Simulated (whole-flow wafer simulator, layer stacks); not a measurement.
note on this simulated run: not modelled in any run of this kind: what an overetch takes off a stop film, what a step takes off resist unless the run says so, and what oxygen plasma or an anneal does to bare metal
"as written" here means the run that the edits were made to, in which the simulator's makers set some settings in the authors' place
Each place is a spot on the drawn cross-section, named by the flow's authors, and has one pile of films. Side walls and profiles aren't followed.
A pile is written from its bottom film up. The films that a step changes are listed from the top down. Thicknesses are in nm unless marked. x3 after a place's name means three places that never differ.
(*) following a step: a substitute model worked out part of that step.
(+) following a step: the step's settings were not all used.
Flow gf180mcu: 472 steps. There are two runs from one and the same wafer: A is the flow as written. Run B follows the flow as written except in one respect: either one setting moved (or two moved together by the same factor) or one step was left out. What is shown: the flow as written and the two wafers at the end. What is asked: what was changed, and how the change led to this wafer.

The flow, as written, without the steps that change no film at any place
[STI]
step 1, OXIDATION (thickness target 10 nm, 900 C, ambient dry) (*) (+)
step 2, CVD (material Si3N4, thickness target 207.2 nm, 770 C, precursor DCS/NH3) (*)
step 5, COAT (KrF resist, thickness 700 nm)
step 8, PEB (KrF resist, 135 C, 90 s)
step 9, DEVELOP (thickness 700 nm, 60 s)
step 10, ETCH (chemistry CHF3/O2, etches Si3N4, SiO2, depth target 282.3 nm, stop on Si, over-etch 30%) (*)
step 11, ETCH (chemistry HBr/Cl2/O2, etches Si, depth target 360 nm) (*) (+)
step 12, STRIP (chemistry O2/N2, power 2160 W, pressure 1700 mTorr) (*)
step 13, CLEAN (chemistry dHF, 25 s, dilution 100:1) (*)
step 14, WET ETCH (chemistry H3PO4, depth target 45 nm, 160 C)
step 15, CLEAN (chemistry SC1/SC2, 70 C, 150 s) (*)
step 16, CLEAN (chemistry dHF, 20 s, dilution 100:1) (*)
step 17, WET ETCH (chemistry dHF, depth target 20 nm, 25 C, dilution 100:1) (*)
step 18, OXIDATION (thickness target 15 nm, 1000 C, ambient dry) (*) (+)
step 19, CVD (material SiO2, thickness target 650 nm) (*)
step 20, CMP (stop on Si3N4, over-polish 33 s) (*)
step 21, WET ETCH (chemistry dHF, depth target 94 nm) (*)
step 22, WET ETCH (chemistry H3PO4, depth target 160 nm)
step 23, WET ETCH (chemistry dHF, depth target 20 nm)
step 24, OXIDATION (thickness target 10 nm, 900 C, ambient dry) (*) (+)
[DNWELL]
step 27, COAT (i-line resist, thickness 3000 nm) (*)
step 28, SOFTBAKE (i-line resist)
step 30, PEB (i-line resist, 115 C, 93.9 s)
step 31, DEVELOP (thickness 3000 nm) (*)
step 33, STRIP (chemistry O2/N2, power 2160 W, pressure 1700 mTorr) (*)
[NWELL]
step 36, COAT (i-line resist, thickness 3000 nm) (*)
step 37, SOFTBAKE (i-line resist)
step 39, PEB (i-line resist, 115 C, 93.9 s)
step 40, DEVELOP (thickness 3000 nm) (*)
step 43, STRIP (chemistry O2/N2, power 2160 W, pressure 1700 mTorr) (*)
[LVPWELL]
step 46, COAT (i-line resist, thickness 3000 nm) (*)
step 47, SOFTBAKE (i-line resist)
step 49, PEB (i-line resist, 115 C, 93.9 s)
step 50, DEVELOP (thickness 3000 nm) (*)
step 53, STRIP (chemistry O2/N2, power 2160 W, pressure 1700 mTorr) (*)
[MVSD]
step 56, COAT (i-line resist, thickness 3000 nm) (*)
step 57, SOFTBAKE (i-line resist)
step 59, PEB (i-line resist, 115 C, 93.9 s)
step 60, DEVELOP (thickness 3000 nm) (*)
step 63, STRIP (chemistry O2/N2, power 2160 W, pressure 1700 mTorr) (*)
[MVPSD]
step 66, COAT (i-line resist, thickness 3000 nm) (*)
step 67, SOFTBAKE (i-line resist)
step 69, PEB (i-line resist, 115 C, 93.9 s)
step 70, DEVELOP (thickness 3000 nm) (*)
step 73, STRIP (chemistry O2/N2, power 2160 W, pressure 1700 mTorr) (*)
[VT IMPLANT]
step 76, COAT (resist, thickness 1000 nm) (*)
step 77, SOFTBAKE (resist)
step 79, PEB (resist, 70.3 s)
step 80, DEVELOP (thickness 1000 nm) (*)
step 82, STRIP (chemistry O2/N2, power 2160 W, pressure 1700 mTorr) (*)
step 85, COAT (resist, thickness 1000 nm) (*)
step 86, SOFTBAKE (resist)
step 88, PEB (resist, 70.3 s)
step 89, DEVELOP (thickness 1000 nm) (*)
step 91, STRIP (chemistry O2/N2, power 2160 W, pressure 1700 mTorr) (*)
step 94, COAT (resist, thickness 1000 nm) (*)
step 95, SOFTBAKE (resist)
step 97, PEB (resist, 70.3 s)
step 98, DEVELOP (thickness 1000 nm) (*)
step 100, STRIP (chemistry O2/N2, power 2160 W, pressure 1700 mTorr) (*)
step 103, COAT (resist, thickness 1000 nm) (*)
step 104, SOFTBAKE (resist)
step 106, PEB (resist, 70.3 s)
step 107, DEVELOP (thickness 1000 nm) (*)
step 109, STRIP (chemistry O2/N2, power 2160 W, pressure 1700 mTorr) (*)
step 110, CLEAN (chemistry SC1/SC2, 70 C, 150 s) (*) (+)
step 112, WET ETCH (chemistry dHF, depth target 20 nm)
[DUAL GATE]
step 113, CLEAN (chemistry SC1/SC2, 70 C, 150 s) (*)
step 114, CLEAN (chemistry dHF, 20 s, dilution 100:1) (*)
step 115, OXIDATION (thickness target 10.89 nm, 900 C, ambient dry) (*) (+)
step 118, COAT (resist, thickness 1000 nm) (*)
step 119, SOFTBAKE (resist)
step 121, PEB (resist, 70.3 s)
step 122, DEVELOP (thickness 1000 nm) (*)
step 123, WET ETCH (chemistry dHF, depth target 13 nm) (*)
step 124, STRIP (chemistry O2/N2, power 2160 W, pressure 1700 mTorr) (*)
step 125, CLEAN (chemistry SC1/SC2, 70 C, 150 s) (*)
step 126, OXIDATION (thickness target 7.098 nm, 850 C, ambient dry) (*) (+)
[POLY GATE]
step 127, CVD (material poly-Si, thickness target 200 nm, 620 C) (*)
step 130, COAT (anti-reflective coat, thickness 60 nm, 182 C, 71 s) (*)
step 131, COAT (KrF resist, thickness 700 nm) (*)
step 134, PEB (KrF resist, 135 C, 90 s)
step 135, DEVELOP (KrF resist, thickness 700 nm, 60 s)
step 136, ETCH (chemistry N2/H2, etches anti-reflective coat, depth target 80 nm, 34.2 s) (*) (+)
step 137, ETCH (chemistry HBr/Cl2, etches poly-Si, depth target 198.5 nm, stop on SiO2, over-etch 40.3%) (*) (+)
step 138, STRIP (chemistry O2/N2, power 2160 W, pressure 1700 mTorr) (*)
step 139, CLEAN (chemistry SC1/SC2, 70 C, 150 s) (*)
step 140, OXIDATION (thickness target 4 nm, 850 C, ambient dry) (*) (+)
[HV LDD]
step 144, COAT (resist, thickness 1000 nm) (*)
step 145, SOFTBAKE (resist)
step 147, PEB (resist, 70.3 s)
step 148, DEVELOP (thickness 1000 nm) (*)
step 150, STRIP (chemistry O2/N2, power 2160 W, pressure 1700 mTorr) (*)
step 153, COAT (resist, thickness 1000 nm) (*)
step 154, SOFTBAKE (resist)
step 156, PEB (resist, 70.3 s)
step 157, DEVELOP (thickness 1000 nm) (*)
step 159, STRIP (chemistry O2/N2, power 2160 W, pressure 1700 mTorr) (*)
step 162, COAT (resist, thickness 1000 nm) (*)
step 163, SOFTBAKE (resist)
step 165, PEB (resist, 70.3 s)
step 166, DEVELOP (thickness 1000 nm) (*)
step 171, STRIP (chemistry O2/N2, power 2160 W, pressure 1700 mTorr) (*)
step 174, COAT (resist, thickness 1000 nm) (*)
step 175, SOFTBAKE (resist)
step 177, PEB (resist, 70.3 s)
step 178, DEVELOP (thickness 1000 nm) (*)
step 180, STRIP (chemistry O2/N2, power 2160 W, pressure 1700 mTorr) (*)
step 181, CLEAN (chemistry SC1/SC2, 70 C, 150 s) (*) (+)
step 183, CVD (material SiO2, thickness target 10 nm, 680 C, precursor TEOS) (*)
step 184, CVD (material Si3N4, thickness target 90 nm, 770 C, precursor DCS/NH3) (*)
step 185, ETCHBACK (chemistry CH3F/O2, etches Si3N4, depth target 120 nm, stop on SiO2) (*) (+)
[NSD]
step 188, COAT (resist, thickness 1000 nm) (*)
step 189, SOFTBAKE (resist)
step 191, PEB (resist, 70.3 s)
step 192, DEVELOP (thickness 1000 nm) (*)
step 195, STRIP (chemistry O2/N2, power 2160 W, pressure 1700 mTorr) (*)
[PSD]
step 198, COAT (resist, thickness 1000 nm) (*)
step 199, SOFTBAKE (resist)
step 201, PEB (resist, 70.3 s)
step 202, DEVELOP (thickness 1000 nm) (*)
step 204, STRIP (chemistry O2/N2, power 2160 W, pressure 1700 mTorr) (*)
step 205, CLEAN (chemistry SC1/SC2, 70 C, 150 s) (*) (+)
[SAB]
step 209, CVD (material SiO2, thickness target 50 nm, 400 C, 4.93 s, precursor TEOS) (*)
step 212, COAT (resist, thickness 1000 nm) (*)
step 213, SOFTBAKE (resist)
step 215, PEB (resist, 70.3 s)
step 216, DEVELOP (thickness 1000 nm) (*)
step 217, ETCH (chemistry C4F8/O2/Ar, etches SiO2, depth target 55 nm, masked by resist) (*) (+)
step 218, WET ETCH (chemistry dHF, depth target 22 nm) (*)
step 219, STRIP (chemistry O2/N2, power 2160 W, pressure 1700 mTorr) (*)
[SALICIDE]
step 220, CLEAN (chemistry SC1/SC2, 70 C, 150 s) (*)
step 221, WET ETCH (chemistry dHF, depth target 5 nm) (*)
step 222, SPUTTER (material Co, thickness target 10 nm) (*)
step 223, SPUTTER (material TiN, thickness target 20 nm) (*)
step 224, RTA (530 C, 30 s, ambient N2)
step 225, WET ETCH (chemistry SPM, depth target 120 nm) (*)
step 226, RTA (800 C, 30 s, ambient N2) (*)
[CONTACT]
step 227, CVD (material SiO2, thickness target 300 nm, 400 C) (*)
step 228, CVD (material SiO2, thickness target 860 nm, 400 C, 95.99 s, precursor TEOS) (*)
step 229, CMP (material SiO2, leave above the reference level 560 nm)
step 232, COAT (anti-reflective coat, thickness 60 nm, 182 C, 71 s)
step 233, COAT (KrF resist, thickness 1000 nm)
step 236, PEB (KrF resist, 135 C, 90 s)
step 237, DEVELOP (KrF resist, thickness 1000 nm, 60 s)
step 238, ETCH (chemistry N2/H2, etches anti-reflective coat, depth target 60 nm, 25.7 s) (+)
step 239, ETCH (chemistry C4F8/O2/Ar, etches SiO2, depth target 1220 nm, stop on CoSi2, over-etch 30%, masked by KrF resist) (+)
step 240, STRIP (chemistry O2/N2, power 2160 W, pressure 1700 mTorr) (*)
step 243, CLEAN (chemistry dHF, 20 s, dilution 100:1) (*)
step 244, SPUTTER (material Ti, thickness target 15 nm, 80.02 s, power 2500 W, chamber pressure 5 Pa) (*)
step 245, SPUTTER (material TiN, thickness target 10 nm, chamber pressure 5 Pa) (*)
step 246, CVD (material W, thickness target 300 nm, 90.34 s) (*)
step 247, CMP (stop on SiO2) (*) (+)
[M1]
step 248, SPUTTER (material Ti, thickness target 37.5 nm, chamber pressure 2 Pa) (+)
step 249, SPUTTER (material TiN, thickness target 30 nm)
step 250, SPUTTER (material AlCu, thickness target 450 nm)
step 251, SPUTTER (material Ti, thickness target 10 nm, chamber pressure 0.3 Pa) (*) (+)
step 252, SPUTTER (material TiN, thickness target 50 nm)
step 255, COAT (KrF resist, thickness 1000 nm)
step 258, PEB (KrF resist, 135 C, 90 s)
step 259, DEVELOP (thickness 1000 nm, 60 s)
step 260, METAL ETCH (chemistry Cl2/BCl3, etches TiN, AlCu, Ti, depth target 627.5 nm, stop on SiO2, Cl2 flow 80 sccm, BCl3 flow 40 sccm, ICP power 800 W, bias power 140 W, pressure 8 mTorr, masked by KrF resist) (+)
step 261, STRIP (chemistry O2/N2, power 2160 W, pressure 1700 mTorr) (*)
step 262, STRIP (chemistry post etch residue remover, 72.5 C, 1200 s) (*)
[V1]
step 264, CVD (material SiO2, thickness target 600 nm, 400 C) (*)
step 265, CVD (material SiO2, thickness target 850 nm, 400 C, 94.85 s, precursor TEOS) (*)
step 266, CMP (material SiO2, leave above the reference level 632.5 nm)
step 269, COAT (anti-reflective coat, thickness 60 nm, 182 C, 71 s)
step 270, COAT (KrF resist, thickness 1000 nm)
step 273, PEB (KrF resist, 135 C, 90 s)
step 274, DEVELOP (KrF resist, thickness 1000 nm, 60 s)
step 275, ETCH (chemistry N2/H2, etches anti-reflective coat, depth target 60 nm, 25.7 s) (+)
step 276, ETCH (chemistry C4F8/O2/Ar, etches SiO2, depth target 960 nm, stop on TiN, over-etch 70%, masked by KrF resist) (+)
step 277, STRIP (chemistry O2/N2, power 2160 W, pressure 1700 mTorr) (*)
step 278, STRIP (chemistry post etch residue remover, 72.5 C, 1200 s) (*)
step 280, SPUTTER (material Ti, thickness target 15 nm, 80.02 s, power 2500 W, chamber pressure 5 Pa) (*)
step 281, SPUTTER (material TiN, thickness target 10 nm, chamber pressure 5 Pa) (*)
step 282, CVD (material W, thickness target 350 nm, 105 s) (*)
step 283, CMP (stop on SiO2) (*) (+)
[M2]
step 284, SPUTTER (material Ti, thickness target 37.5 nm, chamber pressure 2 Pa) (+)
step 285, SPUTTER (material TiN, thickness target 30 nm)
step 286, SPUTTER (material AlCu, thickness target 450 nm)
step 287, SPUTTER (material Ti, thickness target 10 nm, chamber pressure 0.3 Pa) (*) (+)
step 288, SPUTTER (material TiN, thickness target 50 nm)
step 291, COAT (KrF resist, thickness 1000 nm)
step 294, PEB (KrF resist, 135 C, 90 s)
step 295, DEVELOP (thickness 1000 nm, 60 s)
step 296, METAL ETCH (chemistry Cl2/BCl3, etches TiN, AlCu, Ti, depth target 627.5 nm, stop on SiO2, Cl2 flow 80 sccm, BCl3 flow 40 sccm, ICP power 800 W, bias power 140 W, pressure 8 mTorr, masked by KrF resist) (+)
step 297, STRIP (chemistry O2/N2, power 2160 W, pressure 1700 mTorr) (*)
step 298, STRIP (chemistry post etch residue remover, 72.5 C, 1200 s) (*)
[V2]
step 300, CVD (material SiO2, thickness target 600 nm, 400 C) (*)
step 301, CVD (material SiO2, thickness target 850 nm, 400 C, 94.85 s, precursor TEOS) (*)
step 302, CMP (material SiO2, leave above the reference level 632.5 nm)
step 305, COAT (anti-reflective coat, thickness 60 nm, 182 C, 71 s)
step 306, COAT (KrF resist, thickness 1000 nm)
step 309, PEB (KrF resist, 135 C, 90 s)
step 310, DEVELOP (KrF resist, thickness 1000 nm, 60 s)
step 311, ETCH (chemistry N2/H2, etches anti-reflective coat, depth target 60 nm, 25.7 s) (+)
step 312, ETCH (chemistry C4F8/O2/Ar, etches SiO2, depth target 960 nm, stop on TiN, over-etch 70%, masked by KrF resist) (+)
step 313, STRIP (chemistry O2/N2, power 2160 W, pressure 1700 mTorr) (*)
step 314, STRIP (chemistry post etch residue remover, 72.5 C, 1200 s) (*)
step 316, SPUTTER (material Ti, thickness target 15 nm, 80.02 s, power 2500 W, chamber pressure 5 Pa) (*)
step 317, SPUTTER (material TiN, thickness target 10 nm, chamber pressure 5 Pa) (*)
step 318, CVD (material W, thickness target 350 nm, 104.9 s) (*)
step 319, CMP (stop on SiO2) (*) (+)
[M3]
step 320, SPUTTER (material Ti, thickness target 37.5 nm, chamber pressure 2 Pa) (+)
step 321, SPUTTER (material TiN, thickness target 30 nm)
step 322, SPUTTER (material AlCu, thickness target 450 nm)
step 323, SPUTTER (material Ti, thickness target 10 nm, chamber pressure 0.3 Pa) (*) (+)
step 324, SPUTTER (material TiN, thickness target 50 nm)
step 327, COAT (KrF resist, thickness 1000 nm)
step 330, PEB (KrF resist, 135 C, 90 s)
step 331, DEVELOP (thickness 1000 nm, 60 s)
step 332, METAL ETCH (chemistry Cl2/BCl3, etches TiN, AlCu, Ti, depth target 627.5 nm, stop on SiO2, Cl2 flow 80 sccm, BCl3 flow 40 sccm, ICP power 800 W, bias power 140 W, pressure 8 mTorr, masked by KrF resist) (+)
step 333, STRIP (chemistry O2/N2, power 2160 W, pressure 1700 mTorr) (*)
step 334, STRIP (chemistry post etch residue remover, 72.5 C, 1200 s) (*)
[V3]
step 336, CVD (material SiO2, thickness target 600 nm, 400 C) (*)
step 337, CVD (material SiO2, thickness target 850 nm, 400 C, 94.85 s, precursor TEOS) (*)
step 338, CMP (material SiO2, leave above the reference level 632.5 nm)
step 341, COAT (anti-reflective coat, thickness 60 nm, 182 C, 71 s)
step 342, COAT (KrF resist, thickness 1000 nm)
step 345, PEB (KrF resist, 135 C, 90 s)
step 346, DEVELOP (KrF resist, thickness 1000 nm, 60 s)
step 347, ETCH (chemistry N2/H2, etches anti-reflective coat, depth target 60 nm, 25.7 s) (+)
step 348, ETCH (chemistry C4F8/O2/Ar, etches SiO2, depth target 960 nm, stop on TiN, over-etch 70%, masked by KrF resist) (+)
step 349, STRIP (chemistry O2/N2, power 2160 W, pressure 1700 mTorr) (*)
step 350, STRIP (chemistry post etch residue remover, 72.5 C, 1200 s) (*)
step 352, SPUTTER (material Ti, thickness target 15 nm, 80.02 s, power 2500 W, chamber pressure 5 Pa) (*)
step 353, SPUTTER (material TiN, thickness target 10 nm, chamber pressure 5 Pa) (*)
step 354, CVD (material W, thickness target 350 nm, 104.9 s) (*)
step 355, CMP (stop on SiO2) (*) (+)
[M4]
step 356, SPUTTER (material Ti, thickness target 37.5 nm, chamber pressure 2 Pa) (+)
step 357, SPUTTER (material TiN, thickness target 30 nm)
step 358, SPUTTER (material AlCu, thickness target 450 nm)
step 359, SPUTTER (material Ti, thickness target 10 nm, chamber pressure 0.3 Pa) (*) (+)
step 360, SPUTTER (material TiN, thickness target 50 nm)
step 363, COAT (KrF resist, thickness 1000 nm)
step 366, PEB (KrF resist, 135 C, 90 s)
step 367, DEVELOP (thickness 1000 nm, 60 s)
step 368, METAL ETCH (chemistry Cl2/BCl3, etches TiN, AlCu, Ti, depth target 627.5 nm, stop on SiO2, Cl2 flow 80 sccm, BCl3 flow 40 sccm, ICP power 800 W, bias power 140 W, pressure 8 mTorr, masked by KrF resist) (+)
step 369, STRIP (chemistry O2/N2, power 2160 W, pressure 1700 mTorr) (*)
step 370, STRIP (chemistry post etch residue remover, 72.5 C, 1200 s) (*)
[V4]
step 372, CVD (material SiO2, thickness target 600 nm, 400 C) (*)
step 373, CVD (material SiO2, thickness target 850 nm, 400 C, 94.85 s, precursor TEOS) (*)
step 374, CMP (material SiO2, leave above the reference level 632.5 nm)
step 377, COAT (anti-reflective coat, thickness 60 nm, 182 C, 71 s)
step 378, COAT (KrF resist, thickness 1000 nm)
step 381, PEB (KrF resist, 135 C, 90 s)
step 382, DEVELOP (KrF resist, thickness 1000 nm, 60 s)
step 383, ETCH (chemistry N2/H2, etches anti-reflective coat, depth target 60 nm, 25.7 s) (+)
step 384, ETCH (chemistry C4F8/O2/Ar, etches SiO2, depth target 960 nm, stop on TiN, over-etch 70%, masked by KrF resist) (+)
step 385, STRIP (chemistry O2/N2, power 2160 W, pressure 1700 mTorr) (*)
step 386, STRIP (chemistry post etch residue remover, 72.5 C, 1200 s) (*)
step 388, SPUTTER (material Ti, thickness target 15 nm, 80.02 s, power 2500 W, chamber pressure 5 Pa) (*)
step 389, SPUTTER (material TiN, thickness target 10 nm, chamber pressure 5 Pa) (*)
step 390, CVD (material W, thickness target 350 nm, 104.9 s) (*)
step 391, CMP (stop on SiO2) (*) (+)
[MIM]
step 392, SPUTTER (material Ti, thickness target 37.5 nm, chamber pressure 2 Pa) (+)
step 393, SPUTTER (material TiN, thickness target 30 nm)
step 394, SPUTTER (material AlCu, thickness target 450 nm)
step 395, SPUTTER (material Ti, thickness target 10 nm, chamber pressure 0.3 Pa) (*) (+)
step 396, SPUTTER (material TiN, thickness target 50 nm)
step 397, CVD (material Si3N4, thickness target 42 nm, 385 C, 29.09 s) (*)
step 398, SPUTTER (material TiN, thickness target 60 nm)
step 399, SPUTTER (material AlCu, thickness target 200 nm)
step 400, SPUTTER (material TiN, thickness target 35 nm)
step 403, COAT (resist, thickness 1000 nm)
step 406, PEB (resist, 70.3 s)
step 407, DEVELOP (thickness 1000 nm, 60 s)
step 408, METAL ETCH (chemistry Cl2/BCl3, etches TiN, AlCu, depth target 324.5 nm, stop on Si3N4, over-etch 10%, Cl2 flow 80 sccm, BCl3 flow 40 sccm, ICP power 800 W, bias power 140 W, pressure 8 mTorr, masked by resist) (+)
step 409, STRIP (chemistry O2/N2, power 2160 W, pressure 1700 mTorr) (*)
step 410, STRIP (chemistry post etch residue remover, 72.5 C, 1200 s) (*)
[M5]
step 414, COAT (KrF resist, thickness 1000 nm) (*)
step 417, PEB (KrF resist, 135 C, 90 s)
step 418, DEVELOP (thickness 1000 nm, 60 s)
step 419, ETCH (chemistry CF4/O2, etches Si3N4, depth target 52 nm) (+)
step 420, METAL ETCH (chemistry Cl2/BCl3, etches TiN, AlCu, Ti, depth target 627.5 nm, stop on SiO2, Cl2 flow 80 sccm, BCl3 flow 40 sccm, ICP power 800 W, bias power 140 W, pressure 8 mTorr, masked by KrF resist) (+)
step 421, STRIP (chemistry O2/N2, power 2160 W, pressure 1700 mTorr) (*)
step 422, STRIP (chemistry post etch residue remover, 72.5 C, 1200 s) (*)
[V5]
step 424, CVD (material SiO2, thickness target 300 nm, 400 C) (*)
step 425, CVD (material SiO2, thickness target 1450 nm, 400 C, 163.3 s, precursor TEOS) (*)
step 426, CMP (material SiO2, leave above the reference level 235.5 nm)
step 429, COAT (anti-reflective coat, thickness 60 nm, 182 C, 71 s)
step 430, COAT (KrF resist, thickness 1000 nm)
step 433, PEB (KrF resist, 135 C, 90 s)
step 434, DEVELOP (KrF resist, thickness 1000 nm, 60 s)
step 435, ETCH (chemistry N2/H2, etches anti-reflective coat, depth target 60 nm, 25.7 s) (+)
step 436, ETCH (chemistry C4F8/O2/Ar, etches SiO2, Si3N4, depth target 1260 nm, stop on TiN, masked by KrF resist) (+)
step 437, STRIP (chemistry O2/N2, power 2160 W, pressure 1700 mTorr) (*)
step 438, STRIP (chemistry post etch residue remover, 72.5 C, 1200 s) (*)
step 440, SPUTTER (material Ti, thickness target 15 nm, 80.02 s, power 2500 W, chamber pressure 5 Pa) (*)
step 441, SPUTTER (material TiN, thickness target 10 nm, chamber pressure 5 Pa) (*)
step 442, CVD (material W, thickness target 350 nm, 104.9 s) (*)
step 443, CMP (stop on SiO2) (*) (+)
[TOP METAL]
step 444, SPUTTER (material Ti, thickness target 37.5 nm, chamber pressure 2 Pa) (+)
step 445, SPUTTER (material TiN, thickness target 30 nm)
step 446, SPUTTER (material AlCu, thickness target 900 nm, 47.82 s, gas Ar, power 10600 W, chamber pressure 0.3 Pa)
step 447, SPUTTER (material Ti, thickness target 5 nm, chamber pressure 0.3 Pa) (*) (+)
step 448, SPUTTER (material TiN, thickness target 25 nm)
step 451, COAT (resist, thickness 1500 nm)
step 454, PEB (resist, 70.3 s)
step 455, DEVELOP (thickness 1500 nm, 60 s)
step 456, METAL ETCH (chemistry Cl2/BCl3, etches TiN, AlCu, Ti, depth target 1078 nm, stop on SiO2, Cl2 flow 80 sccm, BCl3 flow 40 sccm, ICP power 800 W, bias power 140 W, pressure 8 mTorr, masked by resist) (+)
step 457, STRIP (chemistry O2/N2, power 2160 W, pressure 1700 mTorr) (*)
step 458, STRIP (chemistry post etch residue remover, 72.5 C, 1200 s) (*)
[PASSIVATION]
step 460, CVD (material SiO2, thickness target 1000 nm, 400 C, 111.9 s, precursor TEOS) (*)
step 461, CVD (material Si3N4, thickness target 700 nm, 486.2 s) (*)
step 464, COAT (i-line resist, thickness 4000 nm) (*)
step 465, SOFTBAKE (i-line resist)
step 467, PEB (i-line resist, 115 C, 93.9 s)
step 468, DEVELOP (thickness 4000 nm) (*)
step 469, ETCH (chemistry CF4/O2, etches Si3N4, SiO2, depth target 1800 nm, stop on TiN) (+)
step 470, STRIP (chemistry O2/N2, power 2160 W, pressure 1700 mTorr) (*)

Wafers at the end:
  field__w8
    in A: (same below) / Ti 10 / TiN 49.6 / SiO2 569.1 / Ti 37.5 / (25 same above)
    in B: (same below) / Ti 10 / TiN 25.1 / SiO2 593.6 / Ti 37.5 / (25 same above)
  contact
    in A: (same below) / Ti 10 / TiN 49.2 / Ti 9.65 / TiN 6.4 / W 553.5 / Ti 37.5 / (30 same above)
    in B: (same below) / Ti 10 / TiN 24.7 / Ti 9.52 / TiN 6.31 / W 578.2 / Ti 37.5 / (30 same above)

What caused this: step 288, SPUTTER: thickness target 25.5 nm was run, though the flow has thickness target 50 nm.

How this came from the change, step by step:
  step 288, SPUTTER (material TiN, thickness target 50 nm)
      field, field__w1, field__w2 and 108 more: A TiN gains 50 (new film) | B TiN gains 25.5 (new film)
  step 296, METAL ETCH (chemistry Cl2/BCl3, etches TiN, AlCu, Ti, depth target 627.5 nm, stop on SiO2, Cl2 flow 80 sccm, BCl3 flow 40 sccm, ICP power 800 W, bias power 140 W, pressure 8 mTorr, masked by KrF resist) (+)
      field, field__w1, field__w2 and 103 more: A TiN loses 50 (all of it), Ti loses 10 (all of it), AlCu loses 450 (all of it), TiN loses 30 (all of it), Ti loses 37.5 (all of it) | B TiN loses 25.5 (all of it), Ti loses 10 (all of it), AlCu loses 450 (all of it), TiN loses 30 (all of it), Ti loses 37.5 (all of it)
  step 302, CMP (material SiO2, leave above the reference level 632.5 nm)
      field__w8, contact, m1, m1__w1, m1_nw: A SiO2 loses 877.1 | B SiO2 loses 852.6
  step 312, ETCH (chemistry C4F8/O2/Ar, etches SiO2, depth target 960 nm, stop on TiN, over-etch 70%, masked by KrF resist) (+)
      contact: A SiO2 loses 572.5 (all of it) | B SiO2 loses 597 (all of it)
  step 318, CVD (material W, thickness target 350 nm, 104.9 s) (*)
      contact: A W gains 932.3 (new film) | B W gains 957 (new film)
